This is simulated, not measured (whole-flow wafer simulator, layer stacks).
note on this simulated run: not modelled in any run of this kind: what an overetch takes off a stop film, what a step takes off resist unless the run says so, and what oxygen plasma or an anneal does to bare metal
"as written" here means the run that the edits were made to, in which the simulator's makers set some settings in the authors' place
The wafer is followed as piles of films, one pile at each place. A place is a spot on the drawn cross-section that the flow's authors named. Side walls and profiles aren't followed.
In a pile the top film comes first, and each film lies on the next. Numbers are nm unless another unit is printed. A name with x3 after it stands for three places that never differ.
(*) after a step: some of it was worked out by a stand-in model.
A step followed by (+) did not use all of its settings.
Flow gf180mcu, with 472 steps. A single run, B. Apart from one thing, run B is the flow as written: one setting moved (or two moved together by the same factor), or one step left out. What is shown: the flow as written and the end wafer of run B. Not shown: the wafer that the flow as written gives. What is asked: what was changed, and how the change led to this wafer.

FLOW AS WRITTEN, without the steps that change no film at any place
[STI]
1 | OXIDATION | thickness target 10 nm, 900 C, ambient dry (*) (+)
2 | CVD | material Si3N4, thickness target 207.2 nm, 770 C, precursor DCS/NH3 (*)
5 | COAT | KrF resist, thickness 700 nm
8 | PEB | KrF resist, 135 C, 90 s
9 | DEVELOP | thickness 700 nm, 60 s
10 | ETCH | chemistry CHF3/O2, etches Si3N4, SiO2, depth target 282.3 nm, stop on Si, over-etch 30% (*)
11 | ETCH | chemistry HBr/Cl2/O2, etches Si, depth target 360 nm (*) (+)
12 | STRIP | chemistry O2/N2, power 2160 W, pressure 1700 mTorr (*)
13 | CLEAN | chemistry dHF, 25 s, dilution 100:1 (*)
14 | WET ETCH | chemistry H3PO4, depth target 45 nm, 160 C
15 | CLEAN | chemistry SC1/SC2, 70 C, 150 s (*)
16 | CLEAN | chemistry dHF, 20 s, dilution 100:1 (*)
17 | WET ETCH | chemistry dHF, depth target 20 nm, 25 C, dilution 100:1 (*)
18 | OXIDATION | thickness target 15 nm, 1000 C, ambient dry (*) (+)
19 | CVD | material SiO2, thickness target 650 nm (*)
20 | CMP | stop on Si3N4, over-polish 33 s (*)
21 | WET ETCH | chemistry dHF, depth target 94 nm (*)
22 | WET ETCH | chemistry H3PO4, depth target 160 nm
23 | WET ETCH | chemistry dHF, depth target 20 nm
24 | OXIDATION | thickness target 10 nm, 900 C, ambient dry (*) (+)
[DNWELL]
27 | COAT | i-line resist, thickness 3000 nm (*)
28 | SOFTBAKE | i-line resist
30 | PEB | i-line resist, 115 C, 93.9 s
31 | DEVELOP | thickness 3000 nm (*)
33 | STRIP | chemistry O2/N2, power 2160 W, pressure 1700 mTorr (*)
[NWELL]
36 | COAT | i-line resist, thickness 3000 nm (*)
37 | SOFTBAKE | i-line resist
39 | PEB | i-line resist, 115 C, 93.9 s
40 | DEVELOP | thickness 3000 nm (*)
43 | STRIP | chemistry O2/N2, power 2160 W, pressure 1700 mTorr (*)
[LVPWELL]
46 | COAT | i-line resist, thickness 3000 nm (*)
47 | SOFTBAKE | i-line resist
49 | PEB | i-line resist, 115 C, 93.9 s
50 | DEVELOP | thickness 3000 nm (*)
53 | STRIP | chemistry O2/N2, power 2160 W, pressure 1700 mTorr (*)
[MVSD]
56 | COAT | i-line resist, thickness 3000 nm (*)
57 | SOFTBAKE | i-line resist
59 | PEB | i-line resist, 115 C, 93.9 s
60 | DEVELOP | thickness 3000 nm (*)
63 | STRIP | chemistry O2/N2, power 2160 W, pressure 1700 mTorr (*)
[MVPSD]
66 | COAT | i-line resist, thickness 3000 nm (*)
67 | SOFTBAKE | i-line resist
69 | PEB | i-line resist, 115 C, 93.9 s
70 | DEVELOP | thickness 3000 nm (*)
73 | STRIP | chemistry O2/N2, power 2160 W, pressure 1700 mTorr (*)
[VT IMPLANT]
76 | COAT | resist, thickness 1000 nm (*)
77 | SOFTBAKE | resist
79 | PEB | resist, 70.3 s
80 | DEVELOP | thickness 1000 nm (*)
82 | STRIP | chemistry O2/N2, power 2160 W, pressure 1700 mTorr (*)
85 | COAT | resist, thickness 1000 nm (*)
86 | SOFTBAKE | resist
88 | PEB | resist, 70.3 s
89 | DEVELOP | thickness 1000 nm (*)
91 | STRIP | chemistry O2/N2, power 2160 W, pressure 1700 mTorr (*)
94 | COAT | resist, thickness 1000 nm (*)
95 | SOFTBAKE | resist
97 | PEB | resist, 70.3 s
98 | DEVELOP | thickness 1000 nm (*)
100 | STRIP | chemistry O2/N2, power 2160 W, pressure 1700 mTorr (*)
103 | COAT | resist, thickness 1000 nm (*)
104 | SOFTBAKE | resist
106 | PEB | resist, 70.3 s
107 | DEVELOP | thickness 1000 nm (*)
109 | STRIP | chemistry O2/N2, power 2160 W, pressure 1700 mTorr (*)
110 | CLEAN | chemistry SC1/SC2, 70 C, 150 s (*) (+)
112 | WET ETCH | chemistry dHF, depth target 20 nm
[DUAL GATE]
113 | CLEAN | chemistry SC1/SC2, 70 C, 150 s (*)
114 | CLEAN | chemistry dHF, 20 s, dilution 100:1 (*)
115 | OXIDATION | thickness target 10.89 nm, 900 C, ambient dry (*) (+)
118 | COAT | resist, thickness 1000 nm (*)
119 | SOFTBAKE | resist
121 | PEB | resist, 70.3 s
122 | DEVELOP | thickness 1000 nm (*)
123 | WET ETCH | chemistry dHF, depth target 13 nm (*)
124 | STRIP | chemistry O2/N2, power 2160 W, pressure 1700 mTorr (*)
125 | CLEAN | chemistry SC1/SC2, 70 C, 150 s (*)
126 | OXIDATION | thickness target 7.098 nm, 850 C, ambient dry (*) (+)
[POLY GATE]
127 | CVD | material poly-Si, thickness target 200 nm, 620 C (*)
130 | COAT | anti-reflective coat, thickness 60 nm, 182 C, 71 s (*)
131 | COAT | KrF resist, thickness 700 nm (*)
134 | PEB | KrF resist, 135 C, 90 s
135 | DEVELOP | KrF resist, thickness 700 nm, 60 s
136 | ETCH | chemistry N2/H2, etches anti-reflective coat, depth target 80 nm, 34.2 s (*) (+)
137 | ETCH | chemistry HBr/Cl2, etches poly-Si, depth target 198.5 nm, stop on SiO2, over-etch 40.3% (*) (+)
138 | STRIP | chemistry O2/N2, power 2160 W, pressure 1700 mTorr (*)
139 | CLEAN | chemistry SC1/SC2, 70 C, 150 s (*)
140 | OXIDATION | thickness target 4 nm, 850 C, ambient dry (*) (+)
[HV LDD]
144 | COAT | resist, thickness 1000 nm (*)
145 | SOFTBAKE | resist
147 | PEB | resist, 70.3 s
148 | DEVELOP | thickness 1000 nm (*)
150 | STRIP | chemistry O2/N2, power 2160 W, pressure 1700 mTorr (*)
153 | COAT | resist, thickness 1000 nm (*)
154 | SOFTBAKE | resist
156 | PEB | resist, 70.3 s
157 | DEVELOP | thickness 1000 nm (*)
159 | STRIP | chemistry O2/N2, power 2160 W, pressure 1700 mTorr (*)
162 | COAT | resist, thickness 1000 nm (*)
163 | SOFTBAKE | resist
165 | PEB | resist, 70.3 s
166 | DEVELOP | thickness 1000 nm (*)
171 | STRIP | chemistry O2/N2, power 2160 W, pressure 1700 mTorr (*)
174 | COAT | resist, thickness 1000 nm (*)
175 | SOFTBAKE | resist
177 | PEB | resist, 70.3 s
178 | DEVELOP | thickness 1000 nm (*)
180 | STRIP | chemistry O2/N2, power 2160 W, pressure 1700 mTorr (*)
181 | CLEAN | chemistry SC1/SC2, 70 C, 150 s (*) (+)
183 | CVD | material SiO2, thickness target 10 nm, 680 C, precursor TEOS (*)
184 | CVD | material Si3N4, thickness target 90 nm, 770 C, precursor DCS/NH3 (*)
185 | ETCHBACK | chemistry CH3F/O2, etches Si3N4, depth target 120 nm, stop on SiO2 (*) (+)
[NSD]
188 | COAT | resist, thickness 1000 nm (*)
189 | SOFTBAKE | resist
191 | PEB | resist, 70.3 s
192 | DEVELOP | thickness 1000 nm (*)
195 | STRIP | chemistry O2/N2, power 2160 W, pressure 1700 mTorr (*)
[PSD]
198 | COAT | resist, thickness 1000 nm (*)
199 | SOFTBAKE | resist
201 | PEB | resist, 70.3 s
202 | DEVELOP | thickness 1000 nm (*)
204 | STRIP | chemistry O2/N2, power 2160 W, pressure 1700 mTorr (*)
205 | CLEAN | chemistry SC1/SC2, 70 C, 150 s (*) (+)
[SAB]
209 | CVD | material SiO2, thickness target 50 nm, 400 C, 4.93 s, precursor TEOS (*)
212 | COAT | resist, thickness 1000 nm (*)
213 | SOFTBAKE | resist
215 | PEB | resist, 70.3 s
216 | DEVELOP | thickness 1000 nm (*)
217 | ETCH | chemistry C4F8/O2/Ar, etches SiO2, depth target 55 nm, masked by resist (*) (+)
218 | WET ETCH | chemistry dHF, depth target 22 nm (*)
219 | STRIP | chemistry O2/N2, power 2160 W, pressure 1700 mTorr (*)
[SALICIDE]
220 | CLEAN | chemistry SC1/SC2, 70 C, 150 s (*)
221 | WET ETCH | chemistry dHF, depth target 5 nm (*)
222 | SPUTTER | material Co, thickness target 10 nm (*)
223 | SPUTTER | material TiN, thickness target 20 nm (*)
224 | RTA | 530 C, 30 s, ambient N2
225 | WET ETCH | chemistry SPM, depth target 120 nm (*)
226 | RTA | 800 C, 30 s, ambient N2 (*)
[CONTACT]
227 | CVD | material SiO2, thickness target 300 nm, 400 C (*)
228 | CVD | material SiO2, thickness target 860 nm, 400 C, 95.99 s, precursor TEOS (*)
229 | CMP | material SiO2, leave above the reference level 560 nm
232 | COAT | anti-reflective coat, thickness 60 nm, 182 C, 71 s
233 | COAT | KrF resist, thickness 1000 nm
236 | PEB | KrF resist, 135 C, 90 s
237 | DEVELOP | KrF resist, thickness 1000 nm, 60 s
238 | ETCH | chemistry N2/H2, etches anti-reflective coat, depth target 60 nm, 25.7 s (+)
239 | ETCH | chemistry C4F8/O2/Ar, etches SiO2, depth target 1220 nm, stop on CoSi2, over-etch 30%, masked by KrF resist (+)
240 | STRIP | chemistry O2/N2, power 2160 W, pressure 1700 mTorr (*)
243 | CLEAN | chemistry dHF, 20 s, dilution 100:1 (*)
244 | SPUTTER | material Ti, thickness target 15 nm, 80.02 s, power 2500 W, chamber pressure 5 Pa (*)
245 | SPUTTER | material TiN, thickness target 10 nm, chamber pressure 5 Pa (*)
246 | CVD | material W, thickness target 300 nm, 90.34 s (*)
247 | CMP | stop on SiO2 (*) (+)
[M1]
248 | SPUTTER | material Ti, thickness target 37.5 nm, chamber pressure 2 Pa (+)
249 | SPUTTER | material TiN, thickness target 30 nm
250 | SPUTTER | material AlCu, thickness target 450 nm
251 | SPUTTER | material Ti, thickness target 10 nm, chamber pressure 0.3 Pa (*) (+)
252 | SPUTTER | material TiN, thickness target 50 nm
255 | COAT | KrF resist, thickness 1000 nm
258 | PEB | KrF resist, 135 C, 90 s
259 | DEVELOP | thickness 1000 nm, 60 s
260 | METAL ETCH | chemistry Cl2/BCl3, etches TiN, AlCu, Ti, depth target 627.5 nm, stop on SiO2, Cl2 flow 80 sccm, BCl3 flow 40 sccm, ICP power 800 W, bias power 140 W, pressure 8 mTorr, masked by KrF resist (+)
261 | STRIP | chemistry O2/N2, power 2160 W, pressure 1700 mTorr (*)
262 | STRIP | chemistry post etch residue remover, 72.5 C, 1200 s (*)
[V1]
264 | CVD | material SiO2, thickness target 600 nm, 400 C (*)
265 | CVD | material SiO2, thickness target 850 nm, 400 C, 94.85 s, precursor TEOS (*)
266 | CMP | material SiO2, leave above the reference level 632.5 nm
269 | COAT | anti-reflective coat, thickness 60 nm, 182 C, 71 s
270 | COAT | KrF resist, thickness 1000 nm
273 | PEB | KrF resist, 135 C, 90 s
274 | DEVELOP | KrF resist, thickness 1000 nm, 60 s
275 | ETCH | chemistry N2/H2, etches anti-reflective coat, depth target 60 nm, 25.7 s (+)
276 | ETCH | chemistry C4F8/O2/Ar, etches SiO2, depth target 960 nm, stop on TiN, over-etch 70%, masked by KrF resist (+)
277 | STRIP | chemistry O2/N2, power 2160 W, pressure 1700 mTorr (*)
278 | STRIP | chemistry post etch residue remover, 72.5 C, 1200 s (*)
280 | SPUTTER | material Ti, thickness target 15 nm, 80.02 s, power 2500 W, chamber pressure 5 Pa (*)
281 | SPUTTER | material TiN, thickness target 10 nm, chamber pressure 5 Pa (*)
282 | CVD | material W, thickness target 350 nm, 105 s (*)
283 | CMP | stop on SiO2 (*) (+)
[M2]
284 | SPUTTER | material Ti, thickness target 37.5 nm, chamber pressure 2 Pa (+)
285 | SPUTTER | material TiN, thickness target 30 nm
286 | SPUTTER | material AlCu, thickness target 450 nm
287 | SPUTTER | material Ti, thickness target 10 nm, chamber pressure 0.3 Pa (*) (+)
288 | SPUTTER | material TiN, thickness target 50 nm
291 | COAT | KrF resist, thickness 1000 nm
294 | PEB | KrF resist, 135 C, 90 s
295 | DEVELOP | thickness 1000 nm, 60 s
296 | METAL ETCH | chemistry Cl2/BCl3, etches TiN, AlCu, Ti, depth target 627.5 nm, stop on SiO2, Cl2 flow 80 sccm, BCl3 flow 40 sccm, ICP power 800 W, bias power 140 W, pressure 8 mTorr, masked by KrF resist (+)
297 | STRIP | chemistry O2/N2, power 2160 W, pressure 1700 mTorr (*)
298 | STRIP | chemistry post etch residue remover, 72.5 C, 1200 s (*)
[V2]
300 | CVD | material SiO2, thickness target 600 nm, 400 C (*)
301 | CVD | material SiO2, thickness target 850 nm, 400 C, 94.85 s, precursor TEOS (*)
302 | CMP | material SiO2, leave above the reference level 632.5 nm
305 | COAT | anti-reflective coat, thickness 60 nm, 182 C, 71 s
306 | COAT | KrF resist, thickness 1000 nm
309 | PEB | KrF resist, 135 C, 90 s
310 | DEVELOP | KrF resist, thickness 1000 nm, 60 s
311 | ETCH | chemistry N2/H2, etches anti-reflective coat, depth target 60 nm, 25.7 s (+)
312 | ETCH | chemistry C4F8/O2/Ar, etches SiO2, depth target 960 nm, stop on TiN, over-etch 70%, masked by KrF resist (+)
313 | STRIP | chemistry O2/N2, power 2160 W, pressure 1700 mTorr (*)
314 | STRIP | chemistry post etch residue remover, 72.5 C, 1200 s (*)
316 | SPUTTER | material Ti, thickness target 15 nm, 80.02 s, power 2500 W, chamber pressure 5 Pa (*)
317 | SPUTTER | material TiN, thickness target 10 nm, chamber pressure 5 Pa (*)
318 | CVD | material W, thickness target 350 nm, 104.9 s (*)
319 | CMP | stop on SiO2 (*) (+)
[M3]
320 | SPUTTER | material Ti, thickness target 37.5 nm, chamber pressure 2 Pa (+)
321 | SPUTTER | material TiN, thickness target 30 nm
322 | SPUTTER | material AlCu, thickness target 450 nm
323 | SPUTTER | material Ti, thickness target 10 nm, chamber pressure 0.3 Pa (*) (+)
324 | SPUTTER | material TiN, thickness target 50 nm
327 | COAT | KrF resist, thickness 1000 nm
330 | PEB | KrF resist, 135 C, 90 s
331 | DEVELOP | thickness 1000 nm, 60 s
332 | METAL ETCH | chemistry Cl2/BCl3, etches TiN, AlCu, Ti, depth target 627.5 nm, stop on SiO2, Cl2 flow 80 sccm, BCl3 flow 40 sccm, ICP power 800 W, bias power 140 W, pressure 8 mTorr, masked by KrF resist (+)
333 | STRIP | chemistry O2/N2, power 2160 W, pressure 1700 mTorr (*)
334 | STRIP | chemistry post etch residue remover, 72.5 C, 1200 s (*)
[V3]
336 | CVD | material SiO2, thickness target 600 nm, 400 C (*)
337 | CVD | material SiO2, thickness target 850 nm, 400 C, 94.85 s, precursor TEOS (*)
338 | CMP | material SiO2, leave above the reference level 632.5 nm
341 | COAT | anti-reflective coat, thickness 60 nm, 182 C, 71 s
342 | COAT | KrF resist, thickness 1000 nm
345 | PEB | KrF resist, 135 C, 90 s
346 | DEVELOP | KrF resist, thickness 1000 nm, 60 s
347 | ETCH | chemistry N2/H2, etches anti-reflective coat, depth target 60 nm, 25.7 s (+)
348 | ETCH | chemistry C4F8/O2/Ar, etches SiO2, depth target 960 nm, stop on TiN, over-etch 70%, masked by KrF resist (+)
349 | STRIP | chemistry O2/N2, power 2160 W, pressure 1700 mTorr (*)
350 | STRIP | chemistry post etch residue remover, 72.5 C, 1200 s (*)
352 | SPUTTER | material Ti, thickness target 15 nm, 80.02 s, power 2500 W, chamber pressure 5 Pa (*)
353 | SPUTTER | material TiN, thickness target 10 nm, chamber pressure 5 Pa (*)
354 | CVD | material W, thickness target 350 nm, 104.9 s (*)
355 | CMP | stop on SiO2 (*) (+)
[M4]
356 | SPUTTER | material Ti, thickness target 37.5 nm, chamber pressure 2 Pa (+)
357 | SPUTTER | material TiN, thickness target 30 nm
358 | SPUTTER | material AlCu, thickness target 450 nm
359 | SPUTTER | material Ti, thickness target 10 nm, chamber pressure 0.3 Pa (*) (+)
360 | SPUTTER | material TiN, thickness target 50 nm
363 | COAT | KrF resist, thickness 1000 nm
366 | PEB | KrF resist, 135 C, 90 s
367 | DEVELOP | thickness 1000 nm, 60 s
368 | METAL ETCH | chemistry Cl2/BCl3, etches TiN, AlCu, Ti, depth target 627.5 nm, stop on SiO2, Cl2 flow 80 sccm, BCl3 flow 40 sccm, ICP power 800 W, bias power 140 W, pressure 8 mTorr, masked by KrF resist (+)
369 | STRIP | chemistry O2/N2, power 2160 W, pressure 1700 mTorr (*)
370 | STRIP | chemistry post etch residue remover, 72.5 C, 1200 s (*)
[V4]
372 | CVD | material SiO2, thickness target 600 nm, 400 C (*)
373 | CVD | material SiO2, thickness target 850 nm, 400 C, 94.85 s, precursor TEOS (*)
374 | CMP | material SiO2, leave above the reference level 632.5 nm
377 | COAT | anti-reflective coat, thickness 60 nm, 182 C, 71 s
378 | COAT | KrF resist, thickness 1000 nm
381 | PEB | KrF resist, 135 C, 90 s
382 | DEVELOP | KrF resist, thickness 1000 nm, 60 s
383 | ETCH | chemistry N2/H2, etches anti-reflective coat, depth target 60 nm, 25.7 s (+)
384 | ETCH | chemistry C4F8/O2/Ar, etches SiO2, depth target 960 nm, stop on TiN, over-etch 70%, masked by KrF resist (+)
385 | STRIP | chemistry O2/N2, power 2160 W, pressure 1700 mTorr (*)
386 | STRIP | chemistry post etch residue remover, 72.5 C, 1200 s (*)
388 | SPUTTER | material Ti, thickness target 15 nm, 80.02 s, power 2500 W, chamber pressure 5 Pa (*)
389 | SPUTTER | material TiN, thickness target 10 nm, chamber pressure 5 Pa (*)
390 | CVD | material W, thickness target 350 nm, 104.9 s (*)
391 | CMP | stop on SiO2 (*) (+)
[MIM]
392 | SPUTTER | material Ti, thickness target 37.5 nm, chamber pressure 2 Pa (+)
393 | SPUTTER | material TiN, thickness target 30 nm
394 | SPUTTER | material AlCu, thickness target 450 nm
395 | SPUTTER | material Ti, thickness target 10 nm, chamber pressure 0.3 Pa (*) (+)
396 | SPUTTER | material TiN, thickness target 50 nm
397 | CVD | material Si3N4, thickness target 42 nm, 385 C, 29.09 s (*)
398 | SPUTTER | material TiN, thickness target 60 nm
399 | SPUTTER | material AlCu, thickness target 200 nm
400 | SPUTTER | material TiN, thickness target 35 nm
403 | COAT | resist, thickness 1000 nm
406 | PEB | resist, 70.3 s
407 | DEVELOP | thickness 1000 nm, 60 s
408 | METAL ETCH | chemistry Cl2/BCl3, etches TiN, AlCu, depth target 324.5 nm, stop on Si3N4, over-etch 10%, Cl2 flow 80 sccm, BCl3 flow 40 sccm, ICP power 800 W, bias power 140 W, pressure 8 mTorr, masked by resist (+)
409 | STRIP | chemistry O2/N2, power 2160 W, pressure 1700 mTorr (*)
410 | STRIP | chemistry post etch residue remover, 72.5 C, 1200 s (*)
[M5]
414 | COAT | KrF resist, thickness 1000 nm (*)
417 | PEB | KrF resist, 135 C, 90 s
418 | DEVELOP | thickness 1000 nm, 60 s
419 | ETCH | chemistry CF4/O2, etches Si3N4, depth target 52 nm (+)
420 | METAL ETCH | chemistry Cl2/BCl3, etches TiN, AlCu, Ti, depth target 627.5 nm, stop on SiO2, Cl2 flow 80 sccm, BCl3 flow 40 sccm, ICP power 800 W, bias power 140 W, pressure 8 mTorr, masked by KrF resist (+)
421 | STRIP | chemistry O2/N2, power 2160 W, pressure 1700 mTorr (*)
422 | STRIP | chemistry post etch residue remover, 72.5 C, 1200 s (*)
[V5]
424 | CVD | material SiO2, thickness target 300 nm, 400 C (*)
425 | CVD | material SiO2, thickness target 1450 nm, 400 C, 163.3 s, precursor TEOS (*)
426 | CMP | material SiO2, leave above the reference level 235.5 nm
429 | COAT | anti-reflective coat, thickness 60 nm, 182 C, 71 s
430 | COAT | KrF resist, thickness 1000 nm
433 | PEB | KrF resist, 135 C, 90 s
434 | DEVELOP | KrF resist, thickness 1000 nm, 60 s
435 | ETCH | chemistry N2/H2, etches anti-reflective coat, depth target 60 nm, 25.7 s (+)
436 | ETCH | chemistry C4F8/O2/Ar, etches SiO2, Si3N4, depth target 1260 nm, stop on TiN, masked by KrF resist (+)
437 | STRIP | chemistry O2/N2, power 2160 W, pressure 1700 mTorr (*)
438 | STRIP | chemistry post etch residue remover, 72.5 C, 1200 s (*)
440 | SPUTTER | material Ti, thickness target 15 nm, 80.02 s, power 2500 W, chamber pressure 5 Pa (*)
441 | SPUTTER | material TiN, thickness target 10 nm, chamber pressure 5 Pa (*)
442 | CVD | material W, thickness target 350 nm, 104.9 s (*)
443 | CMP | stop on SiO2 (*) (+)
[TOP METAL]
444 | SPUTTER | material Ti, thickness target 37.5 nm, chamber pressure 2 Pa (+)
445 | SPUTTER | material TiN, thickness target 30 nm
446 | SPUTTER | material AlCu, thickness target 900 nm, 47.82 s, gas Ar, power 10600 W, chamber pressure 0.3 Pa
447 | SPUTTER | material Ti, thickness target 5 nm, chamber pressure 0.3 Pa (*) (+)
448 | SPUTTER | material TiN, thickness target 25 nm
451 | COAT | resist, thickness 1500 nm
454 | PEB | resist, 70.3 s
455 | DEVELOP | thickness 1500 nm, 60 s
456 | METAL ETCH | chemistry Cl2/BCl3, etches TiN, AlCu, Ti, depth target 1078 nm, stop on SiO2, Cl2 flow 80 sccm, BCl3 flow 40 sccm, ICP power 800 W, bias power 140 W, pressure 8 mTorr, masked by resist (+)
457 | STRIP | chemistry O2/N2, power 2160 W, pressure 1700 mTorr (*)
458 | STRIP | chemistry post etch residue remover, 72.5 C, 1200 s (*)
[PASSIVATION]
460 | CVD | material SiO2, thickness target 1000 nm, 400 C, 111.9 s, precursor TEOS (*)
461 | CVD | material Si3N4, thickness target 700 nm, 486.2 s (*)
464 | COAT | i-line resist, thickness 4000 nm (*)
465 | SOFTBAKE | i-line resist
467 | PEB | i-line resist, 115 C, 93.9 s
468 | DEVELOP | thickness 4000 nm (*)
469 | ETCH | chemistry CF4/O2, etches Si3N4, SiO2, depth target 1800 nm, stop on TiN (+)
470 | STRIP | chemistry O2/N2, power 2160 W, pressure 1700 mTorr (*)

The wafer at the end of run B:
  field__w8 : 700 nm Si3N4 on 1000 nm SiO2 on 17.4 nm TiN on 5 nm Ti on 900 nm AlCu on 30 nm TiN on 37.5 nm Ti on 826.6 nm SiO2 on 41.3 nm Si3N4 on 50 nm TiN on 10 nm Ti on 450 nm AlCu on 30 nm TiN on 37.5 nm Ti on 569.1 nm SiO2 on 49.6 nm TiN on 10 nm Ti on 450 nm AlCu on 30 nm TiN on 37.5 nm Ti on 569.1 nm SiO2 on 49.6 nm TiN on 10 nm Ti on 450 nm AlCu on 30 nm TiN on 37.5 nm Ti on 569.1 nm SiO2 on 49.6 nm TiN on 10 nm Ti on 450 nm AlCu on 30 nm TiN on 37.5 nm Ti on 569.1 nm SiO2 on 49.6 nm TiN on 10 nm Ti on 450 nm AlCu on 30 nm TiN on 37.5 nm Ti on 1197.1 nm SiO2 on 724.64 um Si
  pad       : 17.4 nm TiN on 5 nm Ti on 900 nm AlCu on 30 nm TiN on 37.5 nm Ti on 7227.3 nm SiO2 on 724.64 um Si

What caused this: step 448, SPUTTER: thickness target 17.8 nm was run, though the flow has thickness target 25 nm.

How this came from the change, step by step:
  448 | SPUTTER | material TiN, thickness target 25 nm
      field, field__w1, field__w2 and 109 more: +17.8 TiN (new film) (it would be, as written: +25 TiN (new film))
  456 | METAL ETCH | chemistry Cl2/BCl3, etches TiN, AlCu, Ti, depth target 1078 nm, stop on SiO2, Cl2 flow 80 sccm, BCl3 flow 40 sccm, ICP power 800 W, bias power 140 W, pressure 8 mTorr, masked by resist (+)
      field, field__w1, field__w2 and 103 more: -17.8 TiN (all of it), -5 Ti (all of it), -900 AlCu (all of it), -30 TiN (all of it), -37.5 Ti (all of it) (it would be, as written: -25 TiN (all of it), -5 Ti (all of it), -900 AlCu (all of it), -30 TiN (all of it), -37.5 Ti (all of it))
